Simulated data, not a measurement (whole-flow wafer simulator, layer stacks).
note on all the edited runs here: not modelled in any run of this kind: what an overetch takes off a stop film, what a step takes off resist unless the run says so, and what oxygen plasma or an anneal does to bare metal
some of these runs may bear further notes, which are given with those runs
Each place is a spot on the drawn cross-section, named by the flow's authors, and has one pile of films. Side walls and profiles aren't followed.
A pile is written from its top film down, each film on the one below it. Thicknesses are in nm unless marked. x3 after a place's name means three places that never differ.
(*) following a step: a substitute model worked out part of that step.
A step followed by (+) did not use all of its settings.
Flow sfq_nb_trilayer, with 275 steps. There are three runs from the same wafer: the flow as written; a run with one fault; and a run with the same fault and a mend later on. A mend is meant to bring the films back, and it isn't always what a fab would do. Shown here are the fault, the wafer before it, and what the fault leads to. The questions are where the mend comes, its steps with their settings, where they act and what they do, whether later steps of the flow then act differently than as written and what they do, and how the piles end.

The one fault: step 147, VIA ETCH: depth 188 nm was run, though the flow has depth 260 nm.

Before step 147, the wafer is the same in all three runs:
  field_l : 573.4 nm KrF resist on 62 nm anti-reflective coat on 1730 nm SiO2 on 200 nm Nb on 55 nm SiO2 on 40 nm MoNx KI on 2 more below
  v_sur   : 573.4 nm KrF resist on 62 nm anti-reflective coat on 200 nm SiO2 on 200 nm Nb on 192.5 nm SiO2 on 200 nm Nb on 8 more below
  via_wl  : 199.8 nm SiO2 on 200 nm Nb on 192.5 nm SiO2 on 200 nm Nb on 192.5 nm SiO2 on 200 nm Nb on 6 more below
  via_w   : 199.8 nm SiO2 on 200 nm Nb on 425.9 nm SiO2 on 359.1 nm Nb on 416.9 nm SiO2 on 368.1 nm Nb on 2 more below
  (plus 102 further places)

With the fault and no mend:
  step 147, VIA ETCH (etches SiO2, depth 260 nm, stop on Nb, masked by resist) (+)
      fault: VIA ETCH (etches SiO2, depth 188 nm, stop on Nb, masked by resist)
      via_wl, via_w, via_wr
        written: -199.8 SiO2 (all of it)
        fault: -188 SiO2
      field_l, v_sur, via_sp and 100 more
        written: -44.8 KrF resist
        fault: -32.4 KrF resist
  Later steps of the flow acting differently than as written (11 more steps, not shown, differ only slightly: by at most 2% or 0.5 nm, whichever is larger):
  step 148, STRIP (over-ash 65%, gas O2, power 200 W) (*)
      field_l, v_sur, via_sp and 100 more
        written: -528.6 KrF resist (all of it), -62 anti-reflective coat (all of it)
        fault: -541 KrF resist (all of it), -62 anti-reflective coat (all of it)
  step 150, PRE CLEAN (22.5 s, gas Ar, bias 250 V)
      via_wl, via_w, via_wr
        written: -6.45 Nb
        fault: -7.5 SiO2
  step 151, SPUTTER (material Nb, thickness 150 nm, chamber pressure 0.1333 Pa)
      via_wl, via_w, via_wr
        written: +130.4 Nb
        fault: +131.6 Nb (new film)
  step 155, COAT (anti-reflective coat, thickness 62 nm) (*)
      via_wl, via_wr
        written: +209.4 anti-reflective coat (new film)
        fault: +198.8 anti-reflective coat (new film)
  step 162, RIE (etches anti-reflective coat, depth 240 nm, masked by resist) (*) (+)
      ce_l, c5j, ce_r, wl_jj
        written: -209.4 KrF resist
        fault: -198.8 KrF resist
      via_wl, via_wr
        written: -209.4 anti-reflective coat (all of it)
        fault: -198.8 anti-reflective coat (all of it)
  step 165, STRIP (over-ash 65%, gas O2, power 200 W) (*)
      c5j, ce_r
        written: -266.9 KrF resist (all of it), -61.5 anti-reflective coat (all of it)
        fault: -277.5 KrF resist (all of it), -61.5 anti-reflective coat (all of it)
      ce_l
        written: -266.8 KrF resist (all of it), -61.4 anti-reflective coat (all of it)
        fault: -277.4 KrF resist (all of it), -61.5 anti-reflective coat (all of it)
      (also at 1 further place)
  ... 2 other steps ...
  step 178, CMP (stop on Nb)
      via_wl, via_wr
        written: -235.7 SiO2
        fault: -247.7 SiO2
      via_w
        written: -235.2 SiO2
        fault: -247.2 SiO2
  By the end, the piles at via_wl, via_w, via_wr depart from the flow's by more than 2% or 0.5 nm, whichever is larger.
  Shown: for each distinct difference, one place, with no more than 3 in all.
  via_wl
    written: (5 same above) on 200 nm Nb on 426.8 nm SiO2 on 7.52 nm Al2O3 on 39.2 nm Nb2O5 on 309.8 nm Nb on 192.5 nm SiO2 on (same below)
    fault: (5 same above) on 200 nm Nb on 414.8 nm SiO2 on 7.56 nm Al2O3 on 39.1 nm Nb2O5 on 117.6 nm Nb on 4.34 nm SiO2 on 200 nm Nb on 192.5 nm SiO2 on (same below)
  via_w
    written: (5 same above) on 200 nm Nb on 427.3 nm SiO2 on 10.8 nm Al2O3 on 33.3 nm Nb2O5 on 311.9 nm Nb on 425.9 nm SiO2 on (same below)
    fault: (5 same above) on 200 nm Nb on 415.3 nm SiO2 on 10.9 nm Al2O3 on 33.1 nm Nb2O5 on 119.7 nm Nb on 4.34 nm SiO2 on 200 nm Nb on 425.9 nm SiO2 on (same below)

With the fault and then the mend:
  The mend stands after step 148.
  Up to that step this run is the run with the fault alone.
  step 148a, COAT (anti-reflective coat, thickness 62 nm) (*) (the flow's step 140, run once more)
      p4_fl x3, p4_w1 x9, p4_g1 x2 and 63 more
        +62 anti-reflective coat (new film)
      r_end, moat, field_r and 7 more
        +61.7 anti-reflective coat (new film)
      ce_r, sp_r, be_r, r_sur, res
        +61.6 anti-reflective coat (new film)
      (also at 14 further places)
  step 148b, COAT (KrF resist, thickness 650 nm) (*) (the flow's step 141, run once more)
      p4_fl x3, p4_w1 x9, p4_g1 x2 and 63 more
        +650 KrF resist (new film)
      r_end, moat, field_r, lsp_l, l0_sur
        +649.3 KrF resist (new film)
      ln_m5, lsp_m, ln_m6, lsp_r
        +649.4 KrF resist (new film)
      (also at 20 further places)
  step 148c, SOFTBAKE (KrF resist) (the flow's step 142, run once more)
      does not change any film at any place that is followed
  step 148d, EXPOSE (photomask I4, dose 11.93 mJ/cm2, NA 0.6, wavelength 248 nm) (*) (the flow's step 143, run once more)
      does not change any film at any place that is followed
  step 148e, PEB (KrF resist, 90 s) (the flow's step 144, run once more)
      ce_r, sp_r, be_r and 89 more
        -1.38 KrF resist
      wire, be, be_sur, gap, jj_sur, ce_l, c5j
        -1.37 KrF resist
      v_sur, via_sp, via_v
        -1.36 KrF resist
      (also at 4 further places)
  step 148f, DEVELOP (KrF resist, thickness 650 nm, 60 s) (the flow's step 145, run once more)
      field_l, v_sur, via_sp and 100 more
        -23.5 KrF resist
      via_wl
        -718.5 KrF resist (all of it)
      via_w
        -777.2 KrF resist (all of it)
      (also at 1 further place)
  step 148g, VIA ETCH (etches anti-reflective coat, depth 125 nm, masked by resist) (+) (the flow's step 146, run once more)
      field_l, v_sur, via_sp and 100 more
        -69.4 KrF resist
      via_wl, via_wr
        -125 anti-reflective coat
      via_w
        -83.1 anti-reflective coat (all of it), -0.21 SiO2
  step 148h, VIA ETCH (etches SiO2, depth 72 nm, stop on Nb, masked by resist) (*) (+) (the flow's step 147, run once more with other settings)
      field_l, v_sur, via_sp and 100 more
        -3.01 KrF resist
      via_wl
        -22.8 anti-reflective coat (all of it), -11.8 SiO2 (all of it)
      via_w
        -11.6 SiO2 (all of it)
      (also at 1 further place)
  step 148i, STRIP (over-ash 65%, gas O2, power 200 W) (*) (the flow's step 148, run once more)
      p4_fl x3, p4_w1 x9, p4_g1 x2 and 63 more
        -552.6 KrF resist (all of it), -62 anti-reflective coat (all of it)
      moat, field_r, lsp_l, ln_m5, lsp_m, ln_m6, lsp_r, l0_sur
        -552 KrF resist (all of it), -61.7 anti-reflective coat (all of it)
      jj_sur, ce_l
        -551.5 KrF resist (all of it), -61.5 anti-reflective coat (all of it)
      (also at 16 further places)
  Later steps of the flow that are run all act as written at every place that is followed, up to a difference of at most 2% or 0.5 nm, whichever is larger.
  The piles end the same as the flow's at every place that both follow.
